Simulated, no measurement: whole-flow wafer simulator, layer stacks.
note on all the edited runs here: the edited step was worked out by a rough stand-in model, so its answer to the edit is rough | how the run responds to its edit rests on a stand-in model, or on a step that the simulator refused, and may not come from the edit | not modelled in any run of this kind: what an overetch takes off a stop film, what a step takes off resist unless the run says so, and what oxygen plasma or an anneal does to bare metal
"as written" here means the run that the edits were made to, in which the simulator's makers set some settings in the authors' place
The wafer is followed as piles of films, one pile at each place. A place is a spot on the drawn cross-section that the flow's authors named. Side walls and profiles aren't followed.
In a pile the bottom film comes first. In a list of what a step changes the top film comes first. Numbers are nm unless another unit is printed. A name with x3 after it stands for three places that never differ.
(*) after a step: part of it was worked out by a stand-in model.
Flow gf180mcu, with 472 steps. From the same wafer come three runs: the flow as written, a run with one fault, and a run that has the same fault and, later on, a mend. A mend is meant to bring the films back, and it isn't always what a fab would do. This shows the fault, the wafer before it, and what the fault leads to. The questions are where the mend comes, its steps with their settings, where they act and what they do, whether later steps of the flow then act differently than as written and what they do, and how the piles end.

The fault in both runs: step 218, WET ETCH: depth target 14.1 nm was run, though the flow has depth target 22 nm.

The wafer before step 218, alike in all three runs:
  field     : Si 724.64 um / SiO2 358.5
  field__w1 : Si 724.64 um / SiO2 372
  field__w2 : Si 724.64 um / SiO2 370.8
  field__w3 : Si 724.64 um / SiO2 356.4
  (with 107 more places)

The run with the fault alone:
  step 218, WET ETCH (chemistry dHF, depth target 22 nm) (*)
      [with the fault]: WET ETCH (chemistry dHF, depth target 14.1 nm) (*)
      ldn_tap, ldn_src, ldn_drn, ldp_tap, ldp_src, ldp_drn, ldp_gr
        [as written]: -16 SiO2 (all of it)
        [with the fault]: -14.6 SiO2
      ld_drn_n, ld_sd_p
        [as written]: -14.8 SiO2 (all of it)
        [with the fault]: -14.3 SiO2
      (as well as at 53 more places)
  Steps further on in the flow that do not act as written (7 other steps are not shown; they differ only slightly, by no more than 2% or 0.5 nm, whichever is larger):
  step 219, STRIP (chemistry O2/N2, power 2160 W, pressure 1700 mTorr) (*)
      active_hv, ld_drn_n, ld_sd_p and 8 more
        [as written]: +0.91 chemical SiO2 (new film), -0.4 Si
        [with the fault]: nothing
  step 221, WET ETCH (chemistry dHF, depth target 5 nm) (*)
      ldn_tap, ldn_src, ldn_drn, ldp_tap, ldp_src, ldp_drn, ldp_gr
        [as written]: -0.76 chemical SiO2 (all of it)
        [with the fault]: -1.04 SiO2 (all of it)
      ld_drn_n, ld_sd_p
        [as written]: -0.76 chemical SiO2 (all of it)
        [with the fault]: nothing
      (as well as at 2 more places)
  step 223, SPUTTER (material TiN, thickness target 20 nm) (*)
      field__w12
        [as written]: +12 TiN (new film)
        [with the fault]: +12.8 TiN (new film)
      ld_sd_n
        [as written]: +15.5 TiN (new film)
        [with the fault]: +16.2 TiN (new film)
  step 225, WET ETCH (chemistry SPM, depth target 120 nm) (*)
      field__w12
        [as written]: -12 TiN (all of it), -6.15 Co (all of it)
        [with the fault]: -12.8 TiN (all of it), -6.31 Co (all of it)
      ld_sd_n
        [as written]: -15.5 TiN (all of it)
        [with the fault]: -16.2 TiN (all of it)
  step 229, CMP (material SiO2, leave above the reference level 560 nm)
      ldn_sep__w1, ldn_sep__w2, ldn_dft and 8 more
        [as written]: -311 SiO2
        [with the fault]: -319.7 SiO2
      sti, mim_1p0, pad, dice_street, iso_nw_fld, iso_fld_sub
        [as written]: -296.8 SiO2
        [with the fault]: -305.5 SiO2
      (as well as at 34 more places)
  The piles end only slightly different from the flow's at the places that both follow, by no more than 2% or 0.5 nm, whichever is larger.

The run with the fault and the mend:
  The mend follows step 218.
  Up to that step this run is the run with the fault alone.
  step 218a, WET ETCH (chemistry dHF, depth target 7.9 nm) (*) (the flow's step 218, run once more with other settings)
      field, field__w1, field__w2 and 47 more
        -7.9 SiO2
      ldn_tap, ldn_src, ldn_drn, ldp_tap, ldp_src, ldp_drn, ldp_gr
        -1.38 SiO2 (all of it)
      ld_drn_n, ld_sd_p
        -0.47 SiO2 (all of it)
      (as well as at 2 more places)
  Every later step of the flow that is run acts as written, at every place that is followed, to within 2% or 0.5 nm, whichever is larger.
  The piles end only slightly different from the flow's at the places that both follow, by no more than 2% or 0.5 nm, whichever is larger.
